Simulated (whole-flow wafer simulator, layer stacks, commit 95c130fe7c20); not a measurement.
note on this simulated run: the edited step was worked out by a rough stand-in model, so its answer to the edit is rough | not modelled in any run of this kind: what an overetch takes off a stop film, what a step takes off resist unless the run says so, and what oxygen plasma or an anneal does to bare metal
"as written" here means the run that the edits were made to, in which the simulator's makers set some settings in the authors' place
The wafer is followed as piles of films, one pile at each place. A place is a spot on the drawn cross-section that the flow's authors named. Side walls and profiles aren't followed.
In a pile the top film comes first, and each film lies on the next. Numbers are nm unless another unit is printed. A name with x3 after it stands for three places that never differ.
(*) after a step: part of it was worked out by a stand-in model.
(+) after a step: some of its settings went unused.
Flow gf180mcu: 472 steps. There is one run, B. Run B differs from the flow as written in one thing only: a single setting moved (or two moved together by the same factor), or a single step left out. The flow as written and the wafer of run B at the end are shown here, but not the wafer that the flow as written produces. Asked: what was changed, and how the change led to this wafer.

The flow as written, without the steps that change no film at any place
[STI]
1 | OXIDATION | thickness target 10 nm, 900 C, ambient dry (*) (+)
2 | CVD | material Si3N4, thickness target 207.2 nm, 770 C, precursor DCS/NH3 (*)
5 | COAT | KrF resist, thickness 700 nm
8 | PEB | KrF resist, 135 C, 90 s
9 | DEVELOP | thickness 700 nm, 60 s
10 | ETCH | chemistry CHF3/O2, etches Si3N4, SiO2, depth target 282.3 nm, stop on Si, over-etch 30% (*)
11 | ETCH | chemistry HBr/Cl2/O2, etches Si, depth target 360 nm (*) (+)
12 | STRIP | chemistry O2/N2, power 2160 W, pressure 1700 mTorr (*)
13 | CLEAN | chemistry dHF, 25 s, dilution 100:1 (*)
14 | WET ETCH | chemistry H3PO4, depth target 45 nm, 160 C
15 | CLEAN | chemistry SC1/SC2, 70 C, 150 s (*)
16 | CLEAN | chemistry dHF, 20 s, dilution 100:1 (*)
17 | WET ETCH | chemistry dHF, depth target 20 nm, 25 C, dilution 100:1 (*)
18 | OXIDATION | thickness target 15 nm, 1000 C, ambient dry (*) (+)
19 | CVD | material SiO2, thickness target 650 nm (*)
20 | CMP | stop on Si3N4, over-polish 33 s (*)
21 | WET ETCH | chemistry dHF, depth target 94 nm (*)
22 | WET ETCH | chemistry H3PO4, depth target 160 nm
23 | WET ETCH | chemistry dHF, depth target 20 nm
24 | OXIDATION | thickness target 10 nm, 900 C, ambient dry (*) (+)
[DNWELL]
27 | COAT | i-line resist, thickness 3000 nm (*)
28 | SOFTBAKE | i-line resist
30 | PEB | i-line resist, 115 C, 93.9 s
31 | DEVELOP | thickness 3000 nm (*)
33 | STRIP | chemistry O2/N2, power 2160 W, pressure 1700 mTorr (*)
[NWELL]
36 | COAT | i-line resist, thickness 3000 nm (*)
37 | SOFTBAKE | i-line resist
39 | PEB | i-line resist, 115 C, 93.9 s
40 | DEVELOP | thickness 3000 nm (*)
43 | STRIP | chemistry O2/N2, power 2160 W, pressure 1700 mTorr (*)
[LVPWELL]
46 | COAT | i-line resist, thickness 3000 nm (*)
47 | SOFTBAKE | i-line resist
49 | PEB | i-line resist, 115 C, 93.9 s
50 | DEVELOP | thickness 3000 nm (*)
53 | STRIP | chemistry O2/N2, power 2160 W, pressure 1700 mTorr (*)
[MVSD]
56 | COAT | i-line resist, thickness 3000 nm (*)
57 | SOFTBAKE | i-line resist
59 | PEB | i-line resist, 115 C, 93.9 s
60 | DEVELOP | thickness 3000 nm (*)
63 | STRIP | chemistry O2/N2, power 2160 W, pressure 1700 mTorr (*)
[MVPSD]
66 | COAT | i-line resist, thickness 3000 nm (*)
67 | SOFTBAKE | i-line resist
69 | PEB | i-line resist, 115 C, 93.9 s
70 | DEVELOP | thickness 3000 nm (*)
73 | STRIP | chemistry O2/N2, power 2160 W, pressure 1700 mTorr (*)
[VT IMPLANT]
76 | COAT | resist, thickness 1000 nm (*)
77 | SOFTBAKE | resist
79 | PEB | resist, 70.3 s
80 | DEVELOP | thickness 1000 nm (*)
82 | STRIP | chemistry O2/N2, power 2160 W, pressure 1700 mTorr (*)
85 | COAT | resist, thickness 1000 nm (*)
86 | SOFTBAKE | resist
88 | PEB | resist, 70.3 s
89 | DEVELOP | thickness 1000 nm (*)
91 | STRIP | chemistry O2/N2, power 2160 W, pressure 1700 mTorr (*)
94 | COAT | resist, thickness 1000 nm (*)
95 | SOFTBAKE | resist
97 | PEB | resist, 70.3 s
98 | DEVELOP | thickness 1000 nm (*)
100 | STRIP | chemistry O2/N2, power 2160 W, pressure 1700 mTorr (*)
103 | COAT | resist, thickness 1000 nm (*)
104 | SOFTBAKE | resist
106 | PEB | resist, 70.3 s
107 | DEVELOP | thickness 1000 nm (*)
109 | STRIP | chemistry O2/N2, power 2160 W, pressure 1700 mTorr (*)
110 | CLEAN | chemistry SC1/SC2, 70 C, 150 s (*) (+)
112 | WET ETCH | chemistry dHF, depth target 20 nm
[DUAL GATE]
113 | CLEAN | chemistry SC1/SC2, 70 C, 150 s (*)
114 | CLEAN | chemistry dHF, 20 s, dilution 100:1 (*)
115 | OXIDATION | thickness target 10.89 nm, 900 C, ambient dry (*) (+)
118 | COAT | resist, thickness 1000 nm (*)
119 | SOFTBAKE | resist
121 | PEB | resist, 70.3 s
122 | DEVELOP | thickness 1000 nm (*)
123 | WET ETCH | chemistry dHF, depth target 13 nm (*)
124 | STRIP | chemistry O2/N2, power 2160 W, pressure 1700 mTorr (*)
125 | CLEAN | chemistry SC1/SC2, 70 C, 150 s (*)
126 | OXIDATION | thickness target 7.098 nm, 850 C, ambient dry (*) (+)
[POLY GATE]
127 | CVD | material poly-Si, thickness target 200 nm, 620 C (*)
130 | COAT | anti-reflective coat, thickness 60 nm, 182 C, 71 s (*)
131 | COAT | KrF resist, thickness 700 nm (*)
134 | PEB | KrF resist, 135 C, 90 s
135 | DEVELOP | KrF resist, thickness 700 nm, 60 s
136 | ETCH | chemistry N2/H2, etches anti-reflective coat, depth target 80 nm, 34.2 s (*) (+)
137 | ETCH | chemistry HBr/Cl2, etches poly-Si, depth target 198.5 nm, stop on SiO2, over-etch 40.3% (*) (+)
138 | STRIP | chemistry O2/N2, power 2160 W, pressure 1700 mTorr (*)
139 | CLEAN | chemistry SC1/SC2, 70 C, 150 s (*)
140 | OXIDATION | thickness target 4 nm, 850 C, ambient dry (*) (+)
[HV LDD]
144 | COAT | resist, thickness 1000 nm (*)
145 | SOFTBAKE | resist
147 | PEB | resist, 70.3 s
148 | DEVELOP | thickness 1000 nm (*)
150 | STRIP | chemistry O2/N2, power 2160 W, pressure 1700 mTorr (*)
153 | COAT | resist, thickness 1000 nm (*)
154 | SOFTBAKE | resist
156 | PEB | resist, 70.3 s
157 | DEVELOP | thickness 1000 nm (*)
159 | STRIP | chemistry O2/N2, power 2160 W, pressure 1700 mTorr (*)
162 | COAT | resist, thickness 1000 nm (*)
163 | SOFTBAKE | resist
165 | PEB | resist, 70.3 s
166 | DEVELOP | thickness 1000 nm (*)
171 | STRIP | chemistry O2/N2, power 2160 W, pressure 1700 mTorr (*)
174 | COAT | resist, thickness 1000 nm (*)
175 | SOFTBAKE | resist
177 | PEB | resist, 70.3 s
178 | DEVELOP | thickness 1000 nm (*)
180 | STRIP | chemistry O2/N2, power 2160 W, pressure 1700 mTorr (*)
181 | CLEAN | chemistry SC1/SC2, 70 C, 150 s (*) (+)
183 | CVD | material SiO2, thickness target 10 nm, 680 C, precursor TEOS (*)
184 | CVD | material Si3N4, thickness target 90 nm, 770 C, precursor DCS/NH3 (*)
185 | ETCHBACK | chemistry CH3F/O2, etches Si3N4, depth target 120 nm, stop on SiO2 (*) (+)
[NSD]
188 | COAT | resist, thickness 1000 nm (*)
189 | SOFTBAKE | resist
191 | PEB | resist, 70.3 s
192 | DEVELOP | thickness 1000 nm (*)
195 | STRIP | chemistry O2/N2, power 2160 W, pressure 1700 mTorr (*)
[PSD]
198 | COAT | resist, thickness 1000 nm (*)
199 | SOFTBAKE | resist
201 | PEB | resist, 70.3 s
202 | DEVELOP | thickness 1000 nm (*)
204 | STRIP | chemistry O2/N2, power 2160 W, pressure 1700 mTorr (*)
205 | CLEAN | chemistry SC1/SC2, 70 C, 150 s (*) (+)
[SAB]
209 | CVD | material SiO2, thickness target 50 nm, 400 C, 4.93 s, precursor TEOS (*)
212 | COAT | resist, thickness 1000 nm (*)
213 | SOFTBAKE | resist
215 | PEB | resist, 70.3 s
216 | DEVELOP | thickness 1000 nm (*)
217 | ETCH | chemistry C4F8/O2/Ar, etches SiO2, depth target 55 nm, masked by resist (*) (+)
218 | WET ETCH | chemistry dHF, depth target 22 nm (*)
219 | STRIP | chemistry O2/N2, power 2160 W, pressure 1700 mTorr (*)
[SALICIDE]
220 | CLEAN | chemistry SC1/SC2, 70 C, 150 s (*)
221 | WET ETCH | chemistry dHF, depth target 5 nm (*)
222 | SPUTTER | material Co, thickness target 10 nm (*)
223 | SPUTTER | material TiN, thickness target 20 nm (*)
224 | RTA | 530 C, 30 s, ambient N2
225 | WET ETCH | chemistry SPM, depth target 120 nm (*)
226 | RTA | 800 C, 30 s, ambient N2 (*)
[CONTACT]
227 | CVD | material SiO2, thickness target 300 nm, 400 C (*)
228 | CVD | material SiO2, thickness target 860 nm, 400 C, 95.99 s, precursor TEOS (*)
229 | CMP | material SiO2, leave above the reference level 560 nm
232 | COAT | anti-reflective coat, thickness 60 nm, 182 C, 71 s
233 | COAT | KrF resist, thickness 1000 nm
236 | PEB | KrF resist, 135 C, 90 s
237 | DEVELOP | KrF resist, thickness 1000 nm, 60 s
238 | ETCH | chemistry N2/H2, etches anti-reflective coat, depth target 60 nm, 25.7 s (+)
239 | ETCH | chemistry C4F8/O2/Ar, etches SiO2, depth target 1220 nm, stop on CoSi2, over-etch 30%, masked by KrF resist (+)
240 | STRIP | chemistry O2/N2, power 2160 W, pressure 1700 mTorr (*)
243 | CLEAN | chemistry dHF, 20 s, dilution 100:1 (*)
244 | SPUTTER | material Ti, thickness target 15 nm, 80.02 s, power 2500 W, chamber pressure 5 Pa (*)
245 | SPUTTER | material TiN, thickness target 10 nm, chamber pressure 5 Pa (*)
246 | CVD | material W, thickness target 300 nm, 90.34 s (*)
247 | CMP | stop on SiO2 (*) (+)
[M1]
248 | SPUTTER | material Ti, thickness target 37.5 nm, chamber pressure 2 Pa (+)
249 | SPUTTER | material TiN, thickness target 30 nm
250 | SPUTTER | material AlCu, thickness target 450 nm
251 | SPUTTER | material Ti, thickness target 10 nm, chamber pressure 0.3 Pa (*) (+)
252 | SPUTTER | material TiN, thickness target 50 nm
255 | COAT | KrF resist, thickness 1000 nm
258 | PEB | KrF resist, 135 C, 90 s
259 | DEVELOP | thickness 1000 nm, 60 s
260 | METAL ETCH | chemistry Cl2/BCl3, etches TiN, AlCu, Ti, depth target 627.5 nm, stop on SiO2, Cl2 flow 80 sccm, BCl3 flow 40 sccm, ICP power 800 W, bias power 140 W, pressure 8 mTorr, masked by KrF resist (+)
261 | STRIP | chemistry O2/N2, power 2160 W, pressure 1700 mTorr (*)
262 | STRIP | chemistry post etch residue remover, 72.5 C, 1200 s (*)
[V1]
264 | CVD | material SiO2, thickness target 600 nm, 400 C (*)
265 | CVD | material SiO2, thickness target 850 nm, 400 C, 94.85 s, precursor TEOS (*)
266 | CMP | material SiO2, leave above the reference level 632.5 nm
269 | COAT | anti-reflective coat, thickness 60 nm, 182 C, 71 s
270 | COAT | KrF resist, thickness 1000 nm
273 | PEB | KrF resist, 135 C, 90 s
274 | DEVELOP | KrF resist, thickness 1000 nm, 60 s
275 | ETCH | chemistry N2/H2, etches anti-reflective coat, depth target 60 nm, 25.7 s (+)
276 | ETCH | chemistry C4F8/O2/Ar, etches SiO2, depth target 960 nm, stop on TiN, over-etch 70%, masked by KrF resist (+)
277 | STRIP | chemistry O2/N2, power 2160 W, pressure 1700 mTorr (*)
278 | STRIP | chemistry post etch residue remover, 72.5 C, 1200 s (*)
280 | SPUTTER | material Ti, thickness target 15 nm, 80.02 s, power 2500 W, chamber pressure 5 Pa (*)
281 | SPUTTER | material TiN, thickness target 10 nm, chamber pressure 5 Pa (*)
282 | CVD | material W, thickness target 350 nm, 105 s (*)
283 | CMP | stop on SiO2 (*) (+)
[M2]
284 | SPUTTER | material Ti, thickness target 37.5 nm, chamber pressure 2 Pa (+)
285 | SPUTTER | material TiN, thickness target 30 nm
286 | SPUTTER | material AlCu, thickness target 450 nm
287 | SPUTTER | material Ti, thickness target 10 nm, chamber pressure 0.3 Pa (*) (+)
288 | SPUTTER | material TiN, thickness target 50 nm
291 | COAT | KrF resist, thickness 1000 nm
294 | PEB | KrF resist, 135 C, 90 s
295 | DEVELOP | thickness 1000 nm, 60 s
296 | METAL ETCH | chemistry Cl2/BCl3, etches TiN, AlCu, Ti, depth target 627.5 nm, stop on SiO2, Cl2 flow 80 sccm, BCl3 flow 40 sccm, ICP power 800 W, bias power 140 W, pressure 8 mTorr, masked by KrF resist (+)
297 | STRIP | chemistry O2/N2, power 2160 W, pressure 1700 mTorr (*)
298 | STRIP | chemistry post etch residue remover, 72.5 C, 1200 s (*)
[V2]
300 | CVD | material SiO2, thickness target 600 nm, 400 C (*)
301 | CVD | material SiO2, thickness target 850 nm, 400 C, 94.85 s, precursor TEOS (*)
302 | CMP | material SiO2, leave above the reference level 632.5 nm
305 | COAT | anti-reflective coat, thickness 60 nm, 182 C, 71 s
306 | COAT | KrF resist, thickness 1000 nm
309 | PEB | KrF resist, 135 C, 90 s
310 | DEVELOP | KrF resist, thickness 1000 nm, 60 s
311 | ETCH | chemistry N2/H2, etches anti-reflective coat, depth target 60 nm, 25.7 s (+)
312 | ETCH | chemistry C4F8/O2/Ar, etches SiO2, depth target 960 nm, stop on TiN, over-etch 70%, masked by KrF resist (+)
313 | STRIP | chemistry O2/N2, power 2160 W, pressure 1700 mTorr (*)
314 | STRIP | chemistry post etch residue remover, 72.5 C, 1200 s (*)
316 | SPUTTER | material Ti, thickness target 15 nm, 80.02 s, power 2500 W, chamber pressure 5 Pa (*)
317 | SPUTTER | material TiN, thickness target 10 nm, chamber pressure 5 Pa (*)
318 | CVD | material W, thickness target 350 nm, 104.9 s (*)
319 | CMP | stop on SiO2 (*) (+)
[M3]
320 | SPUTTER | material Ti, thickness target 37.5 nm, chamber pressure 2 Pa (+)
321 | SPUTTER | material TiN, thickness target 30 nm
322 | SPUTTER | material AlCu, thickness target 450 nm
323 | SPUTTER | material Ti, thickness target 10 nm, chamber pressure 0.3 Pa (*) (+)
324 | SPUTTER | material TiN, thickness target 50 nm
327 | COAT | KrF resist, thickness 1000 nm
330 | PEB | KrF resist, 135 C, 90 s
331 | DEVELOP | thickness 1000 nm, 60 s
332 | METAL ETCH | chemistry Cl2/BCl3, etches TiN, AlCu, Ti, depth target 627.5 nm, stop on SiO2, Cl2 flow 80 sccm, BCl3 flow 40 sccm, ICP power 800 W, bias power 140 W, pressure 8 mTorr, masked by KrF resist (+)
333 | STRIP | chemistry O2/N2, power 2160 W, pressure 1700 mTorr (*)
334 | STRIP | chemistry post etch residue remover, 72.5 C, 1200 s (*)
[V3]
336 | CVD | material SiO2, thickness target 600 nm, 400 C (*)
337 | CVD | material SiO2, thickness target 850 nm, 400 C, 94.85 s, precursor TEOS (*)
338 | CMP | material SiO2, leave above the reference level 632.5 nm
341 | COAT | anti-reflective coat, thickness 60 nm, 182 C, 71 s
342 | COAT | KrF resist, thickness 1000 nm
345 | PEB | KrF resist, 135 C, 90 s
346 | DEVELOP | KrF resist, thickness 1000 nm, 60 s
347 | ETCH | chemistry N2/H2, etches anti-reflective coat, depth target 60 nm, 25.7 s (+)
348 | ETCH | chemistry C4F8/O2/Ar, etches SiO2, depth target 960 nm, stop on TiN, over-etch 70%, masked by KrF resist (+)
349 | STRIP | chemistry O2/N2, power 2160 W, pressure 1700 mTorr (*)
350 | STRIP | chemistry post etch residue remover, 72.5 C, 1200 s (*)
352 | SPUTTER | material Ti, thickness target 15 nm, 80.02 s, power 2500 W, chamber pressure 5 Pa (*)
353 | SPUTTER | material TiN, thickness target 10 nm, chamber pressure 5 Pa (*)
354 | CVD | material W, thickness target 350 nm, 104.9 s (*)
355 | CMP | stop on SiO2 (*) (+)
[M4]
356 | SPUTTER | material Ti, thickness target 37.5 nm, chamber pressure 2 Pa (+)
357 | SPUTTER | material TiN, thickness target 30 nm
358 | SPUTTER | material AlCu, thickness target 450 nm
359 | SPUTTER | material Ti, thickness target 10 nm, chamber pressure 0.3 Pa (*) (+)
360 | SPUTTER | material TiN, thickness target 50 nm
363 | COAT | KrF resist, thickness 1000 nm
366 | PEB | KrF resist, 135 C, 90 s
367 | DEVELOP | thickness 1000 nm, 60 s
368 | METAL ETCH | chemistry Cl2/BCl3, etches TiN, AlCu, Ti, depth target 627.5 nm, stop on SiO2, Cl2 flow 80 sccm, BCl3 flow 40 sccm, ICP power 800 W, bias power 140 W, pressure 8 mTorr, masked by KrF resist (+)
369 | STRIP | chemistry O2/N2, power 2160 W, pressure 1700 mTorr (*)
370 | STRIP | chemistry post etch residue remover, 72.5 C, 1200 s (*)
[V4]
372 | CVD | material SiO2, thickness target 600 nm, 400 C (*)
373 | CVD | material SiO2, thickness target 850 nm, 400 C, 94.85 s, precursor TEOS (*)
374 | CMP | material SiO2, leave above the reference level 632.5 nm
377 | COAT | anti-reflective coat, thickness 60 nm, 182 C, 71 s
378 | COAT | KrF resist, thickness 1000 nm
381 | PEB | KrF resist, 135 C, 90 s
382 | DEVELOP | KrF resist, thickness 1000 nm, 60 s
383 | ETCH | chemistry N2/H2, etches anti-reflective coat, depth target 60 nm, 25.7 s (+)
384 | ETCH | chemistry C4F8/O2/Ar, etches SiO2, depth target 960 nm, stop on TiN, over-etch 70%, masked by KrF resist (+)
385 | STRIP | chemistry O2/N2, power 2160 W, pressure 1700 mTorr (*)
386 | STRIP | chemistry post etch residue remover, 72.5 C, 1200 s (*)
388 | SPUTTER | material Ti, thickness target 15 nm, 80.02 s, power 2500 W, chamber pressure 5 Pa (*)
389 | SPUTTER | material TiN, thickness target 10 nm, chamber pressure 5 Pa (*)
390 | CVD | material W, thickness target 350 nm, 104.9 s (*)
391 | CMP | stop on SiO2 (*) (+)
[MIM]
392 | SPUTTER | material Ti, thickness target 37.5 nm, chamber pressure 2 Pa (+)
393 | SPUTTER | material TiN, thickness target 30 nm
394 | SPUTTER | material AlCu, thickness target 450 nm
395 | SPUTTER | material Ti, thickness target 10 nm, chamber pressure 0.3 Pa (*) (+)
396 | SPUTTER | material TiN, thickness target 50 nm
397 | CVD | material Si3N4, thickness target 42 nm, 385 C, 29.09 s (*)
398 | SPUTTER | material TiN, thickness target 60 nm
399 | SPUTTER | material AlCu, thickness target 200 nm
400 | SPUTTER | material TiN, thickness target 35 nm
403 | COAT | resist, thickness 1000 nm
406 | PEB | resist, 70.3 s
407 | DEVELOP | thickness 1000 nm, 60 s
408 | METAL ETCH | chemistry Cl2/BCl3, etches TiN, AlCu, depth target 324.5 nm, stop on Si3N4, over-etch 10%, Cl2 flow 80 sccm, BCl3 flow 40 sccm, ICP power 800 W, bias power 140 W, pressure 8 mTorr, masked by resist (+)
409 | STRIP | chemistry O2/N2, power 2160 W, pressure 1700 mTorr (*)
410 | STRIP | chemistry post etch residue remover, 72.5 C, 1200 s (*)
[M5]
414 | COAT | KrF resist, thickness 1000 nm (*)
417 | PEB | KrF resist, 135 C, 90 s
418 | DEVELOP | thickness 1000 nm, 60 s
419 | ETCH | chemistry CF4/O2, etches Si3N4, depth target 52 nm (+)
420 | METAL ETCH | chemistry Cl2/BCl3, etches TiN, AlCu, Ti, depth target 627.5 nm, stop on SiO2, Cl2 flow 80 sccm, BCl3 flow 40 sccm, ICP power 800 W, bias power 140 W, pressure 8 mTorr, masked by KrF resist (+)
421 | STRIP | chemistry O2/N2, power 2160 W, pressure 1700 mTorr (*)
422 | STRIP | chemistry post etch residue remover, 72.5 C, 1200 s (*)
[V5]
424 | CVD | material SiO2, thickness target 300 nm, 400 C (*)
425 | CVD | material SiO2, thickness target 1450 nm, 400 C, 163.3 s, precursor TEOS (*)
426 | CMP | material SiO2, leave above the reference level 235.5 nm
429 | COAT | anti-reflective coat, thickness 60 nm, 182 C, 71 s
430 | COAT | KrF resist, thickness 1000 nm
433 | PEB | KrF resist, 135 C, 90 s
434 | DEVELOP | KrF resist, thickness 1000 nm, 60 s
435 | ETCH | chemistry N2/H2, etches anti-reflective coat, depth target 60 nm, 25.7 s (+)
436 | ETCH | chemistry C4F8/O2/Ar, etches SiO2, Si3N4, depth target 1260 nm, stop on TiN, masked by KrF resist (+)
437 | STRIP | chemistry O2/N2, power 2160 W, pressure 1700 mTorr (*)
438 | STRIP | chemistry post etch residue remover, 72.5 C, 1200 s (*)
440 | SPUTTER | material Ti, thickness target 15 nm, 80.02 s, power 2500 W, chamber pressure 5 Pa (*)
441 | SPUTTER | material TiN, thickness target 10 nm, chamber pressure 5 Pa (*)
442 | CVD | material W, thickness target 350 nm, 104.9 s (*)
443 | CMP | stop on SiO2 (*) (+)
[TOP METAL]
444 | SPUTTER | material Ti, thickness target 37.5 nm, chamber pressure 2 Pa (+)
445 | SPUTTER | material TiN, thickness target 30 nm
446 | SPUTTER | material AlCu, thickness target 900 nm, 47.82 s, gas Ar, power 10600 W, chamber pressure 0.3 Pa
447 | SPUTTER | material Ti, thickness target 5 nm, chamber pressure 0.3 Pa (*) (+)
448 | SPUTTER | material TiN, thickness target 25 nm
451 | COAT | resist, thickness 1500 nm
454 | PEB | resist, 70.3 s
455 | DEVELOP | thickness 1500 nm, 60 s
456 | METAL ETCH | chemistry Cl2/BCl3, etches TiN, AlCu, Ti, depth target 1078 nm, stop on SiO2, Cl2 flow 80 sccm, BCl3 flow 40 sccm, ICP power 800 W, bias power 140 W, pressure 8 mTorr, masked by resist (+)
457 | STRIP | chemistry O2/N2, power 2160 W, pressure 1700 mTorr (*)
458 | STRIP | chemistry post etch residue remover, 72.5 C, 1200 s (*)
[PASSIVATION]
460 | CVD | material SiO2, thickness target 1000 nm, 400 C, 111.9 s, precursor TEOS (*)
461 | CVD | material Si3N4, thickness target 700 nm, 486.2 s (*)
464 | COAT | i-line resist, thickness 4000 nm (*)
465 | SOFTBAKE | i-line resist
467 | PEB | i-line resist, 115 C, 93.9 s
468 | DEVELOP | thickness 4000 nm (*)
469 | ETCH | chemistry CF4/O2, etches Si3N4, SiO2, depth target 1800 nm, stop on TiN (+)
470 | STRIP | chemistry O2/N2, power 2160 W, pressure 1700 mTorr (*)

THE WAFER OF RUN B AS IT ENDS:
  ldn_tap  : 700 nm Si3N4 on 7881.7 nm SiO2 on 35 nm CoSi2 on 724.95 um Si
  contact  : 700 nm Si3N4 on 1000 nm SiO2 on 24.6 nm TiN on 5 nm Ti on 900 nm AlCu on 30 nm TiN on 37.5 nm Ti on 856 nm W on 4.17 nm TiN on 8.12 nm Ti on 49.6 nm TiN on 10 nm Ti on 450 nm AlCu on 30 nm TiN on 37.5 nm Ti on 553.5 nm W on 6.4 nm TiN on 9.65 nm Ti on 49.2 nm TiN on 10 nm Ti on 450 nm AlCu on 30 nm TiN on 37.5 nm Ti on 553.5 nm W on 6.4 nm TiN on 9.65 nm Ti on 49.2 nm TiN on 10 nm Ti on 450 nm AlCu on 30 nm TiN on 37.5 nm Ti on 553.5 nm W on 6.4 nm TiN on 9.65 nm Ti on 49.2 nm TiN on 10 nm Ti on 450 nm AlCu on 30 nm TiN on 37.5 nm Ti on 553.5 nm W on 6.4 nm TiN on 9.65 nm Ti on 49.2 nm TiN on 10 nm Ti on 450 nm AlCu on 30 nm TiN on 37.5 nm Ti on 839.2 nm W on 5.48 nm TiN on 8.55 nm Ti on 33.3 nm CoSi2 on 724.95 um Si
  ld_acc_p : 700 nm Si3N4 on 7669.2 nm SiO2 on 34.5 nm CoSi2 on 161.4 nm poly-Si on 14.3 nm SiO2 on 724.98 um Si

What caused this: step 441, SPUTTER: thickness target 7.75 nm was run, whereas the flow has thickness target 10 nm.

The path from the change to this, step by step:
  441 | SPUTTER | material TiN, thickness target 10 nm, chamber pressure 5 Pa (*)
      field, field__w1, field__w2 and 108 more: TiN gains 7.75 (new film) (it would be, as written: TiN gains 10 (new film))
      contact: TiN gains 4.17 (new film) (it would be, as written: TiN gains 5.38 (new film))
  443 | CMP | stop on SiO2 (*) (+)
      field, field__w1, field__w2 and 108 more: W loses 350 (all of it), TiN loses 7.75 (all of it), Ti loses 15 (all of it), SiO2 loses 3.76 (it would be, as written: W loses 350 (all of it), TiN loses 10 (all of it), Ti loses 15 (all of it), SiO2 loses 3.78)
